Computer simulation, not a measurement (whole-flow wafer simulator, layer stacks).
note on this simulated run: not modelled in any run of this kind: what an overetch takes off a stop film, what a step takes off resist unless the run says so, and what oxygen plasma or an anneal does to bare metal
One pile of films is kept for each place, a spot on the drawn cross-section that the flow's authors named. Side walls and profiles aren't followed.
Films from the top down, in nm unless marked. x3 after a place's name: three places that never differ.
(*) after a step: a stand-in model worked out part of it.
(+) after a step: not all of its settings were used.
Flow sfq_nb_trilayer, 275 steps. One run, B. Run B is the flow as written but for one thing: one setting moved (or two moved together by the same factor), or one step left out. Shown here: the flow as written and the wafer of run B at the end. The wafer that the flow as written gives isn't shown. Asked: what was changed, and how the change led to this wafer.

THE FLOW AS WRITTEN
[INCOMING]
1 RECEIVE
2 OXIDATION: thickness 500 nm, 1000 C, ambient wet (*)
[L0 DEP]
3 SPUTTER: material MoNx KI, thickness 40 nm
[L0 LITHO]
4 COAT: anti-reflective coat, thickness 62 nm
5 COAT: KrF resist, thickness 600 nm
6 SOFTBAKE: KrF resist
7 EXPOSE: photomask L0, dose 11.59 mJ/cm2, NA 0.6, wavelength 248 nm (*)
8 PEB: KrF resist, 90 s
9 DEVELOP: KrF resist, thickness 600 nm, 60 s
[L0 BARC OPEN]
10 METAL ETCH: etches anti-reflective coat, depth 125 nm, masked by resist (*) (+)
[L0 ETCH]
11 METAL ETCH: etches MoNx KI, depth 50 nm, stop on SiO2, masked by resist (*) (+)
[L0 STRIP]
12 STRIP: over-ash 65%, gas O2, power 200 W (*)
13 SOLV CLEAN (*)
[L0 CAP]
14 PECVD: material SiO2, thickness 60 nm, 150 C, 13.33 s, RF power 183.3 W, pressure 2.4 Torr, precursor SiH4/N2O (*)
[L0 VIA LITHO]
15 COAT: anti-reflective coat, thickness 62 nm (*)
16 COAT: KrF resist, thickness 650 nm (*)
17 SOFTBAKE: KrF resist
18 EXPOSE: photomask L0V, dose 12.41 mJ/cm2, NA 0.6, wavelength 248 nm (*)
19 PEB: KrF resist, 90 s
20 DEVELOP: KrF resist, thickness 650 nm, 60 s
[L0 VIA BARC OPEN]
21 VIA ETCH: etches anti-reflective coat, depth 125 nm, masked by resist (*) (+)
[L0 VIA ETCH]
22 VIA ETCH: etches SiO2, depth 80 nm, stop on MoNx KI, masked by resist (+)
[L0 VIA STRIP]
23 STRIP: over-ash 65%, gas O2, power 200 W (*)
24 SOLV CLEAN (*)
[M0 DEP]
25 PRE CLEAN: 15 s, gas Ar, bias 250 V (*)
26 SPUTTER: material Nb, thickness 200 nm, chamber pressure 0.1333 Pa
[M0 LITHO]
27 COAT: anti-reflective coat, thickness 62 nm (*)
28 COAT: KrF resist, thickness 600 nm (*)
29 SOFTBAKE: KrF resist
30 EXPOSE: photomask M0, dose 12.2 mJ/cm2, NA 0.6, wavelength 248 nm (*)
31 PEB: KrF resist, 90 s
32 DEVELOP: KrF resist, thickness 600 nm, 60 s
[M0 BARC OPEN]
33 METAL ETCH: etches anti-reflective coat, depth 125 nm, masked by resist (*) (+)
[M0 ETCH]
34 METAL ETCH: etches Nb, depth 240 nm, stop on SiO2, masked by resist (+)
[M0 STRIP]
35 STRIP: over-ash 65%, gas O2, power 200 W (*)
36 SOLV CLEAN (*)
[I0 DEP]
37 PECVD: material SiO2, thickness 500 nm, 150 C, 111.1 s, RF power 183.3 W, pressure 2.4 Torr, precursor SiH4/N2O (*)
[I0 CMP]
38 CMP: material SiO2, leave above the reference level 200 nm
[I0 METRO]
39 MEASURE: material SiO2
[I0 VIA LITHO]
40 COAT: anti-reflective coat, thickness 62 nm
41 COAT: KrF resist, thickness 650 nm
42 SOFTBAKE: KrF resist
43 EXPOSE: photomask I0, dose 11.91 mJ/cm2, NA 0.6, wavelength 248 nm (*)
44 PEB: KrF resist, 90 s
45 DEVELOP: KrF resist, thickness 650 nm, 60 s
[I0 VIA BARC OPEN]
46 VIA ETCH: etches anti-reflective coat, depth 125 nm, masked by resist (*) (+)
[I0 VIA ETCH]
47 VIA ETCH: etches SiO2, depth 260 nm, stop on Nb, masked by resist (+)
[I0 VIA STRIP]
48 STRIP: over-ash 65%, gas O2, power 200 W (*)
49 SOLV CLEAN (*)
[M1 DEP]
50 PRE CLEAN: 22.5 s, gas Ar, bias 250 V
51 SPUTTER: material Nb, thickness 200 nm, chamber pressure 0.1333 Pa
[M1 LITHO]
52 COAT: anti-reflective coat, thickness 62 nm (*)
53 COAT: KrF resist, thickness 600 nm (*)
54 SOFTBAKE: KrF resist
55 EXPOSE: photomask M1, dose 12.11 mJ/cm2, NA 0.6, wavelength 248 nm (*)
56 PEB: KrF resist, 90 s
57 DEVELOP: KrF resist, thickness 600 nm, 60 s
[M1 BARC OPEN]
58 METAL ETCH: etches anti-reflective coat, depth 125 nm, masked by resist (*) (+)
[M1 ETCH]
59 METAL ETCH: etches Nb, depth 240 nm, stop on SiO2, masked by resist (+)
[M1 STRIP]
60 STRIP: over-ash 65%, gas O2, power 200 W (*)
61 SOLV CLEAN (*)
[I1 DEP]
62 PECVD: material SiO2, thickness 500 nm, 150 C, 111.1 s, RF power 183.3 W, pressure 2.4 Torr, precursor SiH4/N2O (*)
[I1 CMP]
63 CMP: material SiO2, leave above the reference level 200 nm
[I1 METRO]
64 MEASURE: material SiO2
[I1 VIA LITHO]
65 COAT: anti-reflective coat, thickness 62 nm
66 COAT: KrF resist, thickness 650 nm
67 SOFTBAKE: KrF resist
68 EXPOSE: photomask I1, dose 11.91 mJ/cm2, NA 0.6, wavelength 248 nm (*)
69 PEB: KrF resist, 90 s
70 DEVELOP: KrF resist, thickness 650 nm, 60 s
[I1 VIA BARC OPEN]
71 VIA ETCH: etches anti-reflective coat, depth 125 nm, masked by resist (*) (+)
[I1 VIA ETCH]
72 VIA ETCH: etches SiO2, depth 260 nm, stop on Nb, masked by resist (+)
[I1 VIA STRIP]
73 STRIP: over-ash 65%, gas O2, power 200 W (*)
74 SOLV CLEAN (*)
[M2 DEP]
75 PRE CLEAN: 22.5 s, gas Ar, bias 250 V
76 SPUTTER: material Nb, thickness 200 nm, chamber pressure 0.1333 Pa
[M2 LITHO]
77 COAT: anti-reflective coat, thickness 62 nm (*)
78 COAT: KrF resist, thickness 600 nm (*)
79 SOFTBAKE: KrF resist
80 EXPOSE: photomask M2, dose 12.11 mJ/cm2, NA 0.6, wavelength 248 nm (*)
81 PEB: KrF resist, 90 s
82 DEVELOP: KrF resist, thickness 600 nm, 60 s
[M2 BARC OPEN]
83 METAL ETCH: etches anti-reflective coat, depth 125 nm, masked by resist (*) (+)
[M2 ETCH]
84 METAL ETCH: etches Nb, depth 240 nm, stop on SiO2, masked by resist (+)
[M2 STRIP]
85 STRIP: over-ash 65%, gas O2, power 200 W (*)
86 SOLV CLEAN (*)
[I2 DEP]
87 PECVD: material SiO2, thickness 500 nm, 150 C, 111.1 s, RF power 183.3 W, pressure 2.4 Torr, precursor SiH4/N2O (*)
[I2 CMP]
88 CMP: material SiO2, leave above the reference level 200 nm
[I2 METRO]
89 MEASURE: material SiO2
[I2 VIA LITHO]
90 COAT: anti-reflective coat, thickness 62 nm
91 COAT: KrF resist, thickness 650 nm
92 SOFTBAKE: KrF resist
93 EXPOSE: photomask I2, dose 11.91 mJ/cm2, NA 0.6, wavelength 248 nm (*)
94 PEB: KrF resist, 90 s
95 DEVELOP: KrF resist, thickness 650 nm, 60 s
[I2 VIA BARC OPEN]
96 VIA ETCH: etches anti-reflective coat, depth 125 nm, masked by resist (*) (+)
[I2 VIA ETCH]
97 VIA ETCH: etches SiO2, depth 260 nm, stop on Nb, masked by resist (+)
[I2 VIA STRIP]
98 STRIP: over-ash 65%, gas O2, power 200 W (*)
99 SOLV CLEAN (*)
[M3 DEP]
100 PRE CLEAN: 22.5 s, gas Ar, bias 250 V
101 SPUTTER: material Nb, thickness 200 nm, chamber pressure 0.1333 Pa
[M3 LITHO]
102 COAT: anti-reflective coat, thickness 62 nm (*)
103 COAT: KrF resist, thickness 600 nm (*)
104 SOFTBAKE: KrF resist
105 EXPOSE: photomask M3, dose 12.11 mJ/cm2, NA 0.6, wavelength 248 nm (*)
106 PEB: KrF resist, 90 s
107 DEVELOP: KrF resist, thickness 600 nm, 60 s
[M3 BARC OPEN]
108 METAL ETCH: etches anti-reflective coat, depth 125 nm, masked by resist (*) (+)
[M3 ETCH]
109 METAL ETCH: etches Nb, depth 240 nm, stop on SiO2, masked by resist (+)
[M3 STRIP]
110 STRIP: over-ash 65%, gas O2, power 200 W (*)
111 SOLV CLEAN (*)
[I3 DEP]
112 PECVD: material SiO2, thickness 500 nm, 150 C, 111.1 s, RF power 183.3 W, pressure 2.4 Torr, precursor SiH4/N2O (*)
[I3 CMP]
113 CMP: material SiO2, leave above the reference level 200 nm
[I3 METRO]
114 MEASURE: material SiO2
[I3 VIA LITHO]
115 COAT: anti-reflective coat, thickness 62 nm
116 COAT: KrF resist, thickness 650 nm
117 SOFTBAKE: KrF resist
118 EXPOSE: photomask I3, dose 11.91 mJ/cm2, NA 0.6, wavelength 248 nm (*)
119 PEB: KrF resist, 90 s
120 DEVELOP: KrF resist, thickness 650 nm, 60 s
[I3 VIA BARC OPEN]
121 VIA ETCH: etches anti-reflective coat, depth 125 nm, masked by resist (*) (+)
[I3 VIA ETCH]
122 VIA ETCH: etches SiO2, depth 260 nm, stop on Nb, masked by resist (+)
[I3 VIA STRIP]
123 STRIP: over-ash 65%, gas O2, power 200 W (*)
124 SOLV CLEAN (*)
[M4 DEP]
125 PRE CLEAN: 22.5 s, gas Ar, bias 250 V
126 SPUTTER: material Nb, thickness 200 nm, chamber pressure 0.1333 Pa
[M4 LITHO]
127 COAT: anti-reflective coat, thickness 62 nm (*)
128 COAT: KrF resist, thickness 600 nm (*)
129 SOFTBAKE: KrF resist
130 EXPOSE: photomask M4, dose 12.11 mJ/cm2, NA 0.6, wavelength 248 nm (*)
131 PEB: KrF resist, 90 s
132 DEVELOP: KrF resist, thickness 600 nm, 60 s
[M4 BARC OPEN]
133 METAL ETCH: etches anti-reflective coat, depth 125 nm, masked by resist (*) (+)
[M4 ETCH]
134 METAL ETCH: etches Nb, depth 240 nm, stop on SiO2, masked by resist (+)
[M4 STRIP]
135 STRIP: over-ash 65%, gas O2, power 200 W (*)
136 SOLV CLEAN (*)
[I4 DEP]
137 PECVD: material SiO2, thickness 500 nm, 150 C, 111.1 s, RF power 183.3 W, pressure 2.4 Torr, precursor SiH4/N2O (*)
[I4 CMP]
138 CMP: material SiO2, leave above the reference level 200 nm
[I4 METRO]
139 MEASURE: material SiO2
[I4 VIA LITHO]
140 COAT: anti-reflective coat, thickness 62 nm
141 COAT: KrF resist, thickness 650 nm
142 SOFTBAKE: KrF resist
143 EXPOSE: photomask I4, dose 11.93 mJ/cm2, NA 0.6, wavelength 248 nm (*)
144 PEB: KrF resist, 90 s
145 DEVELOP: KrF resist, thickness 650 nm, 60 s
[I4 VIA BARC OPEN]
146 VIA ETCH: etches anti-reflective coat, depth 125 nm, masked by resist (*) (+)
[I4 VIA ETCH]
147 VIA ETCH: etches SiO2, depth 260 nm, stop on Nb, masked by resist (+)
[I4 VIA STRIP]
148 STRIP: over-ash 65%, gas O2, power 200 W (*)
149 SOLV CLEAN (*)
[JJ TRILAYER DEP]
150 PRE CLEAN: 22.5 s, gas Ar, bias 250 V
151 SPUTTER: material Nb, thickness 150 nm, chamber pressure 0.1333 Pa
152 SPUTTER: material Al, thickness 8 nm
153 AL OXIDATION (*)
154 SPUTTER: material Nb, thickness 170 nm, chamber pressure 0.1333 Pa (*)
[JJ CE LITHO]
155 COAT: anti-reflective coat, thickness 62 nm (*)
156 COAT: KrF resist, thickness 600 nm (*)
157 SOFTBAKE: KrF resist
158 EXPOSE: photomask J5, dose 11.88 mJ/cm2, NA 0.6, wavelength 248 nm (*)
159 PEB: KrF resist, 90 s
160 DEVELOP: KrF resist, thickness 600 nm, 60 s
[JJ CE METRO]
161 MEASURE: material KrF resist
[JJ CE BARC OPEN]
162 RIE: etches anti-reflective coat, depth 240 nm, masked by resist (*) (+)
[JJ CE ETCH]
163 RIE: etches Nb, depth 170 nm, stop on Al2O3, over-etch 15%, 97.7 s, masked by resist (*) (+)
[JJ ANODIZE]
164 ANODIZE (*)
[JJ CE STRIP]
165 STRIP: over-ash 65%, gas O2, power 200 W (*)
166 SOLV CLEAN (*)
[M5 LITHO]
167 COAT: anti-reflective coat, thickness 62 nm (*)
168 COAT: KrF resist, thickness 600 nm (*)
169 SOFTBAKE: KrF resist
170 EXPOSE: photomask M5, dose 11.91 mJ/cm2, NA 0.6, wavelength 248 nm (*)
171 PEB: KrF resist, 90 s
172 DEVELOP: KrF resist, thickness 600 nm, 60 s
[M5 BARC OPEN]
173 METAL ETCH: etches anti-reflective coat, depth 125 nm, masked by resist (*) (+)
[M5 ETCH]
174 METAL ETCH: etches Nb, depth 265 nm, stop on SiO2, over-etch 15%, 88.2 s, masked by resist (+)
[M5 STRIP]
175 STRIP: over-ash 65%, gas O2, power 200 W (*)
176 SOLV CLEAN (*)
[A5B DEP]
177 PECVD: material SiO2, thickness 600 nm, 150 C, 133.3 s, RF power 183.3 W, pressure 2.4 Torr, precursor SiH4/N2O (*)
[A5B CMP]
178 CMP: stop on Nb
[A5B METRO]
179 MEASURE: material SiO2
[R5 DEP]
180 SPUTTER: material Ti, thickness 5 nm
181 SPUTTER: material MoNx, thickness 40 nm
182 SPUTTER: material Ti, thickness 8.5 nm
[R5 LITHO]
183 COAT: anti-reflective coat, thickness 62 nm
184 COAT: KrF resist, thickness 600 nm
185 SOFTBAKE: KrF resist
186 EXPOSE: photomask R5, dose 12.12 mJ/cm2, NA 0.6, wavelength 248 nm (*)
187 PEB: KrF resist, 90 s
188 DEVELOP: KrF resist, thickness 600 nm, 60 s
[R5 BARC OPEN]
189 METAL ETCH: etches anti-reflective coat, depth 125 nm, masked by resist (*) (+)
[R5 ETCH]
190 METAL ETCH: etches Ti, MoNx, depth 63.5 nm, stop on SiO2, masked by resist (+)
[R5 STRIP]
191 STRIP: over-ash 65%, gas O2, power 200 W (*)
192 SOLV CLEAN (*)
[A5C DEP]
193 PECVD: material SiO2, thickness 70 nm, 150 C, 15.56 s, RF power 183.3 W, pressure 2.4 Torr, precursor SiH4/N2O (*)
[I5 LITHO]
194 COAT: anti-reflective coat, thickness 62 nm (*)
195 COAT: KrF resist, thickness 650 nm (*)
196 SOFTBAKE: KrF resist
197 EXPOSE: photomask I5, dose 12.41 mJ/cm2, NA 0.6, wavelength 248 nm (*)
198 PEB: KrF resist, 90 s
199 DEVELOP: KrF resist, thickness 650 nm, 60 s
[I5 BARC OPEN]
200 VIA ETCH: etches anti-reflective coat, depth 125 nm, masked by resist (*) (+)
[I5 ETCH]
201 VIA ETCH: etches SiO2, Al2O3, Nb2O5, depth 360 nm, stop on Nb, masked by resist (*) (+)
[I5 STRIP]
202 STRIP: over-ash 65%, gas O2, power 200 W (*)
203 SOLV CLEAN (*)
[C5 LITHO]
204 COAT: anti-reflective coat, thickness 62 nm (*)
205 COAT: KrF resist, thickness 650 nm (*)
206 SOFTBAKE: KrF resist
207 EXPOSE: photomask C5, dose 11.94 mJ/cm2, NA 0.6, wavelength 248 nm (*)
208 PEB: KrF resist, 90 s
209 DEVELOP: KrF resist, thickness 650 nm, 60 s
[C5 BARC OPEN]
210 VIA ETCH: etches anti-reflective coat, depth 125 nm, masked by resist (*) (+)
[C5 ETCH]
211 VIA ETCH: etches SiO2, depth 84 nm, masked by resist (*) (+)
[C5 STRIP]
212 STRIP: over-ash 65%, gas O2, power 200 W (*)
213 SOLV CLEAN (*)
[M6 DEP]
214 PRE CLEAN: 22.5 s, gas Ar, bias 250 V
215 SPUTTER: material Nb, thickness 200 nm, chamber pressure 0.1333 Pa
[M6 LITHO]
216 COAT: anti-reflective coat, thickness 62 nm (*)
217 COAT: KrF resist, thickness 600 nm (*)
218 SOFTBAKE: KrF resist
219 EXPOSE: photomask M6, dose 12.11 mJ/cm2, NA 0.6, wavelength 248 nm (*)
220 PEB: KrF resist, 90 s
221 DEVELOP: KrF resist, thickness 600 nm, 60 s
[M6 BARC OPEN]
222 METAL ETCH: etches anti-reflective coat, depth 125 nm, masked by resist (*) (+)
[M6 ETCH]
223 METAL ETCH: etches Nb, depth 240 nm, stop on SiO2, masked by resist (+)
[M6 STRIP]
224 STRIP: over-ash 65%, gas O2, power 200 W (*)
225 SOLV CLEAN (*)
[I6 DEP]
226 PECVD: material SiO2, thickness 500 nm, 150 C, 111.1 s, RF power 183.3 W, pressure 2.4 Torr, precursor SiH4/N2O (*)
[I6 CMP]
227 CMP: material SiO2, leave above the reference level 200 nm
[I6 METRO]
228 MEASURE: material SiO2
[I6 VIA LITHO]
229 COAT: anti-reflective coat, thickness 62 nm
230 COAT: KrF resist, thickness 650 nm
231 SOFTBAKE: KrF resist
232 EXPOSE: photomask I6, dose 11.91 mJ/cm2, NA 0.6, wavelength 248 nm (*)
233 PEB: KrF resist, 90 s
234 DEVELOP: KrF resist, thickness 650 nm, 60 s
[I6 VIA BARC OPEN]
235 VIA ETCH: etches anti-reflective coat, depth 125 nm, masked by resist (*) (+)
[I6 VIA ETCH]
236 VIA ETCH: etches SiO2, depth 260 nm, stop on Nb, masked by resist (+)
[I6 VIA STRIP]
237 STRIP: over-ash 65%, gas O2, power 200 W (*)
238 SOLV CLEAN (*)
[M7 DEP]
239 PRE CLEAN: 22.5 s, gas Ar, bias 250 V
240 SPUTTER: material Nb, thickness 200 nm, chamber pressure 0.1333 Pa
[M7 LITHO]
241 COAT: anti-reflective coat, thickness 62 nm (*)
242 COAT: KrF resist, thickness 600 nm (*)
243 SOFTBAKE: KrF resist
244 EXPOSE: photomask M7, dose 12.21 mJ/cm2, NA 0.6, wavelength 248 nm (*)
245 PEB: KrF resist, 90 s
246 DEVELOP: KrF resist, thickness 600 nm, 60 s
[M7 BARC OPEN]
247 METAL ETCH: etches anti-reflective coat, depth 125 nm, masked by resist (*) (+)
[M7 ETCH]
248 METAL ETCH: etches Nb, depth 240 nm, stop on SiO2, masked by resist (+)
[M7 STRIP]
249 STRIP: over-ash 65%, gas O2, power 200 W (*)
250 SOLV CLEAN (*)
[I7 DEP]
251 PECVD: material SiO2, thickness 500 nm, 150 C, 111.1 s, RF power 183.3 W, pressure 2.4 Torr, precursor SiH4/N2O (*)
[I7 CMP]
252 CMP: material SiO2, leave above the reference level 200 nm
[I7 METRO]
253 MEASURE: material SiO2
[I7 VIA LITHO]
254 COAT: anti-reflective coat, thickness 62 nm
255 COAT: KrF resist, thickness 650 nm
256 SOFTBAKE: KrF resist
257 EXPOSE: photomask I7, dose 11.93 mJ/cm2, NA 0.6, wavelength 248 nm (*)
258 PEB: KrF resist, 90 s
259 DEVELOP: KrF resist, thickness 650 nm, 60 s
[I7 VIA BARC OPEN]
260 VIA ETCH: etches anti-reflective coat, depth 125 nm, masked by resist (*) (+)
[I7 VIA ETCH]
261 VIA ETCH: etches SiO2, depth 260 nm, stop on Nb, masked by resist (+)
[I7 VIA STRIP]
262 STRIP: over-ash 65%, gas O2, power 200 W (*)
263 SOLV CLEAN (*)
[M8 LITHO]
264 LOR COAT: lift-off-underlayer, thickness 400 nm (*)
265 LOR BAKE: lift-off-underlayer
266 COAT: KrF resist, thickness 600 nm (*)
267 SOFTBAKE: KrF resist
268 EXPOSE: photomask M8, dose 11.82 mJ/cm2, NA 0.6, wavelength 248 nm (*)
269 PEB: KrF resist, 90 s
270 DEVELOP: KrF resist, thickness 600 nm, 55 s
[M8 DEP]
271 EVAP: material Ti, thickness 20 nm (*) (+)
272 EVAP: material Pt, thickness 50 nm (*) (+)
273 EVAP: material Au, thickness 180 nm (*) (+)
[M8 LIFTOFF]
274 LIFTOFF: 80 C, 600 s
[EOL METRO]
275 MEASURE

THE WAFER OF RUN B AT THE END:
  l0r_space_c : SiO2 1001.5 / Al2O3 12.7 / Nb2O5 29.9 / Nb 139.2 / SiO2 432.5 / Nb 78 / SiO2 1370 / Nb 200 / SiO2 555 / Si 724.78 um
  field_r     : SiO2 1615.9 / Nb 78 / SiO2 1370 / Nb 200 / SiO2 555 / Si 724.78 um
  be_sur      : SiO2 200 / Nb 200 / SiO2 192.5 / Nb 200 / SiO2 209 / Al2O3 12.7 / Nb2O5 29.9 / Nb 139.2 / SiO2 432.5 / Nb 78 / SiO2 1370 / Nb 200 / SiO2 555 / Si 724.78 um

The cause: step 126, SPUTTER: thickness 318 nm was run, where the flow has thickness 200 nm.

How the change led to this, step by step:
  126 SPUTTER: material Nb, thickness 200 nm, chamber pressure 0.1333 Pa
      field_l, v_sur, via_wl and 102 more: Nb +318 (new film) (as written it would be: Nb +200 (new film))
      via_v: Nb +265.1 (as written it would be: Nb +165.5)
  127 COAT: anti-reflective coat, thickness 62 nm (*)
      via_v: anti-reflective coat +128 (new film) (as written it would be: anti-reflective coat +124.8 (new film))
  134 METAL ETCH: etches Nb, depth 240 nm, stop on SiO2, masked by resist (+)
      field_l, be, be_sur and 64 more: Nb -240 (as written it would be: Nb -200 (all of it))
  135 STRIP: over-ash 65%, gas O2, power 200 W (*)
      via_v: KrF resist -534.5 (all of it), anti-reflective coat -128 (all of it) (as written it would be: KrF resist -521.8 (all of it), anti-reflective coat -124.8 (all of it))
  137 PECVD: material SiO2, thickness 500 nm, 150 C, 111.1 s, RF power 183.3 W, pressure 2.4 Torr, precursor SiH4/N2O (*)
      field_l, be, be_sur and 55 more: SiO2 +500 (new film) (as written it would be: SiO2 +500)
      p3_s0, p3_s1, p3_s2, p3_s3, p3_s4, p3_s5: SiO2 +597.1 (new film) (as written it would be: SiO2 +557.1)
      (and at 3 more places)
  138 CMP: material SiO2, leave above the reference level 200 nm
      field_l, be, be_sur and 55 more: SiO2 -60 (as written it would be: SiO2 -100)
      lsp_r, l0_sur, l0v: SiO2 -50.3 (as written it would be: SiO2 -91.9)
      (and at 1 more place)
Counting metal films that touch as one body, l0r_space_c has 3 bodies (between them, from the top down: SiO2 432.5; SiO2 1370); the flow as written gives 2 bodies (between them, from the top down: SiO2 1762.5).
Counting metal films that touch as one body, field_r has 2 bodies (between them, from the top down: SiO2 1370); the flow as written gives 1 body.
Counting metal films that touch as one body, be_sur has 5 bodies (between them, from the top down: SiO2 192.5; SiO2 209 / Al2O3 12.7 / Nb2O5 29.9; SiO2 432.5; SiO2 1370); the flow as written gives 4 bodies (between them, from the top down: SiO2 192.5; SiO2 209 / Al2O3 12.7 / Nb2O5 29.9; SiO2 1762.5).
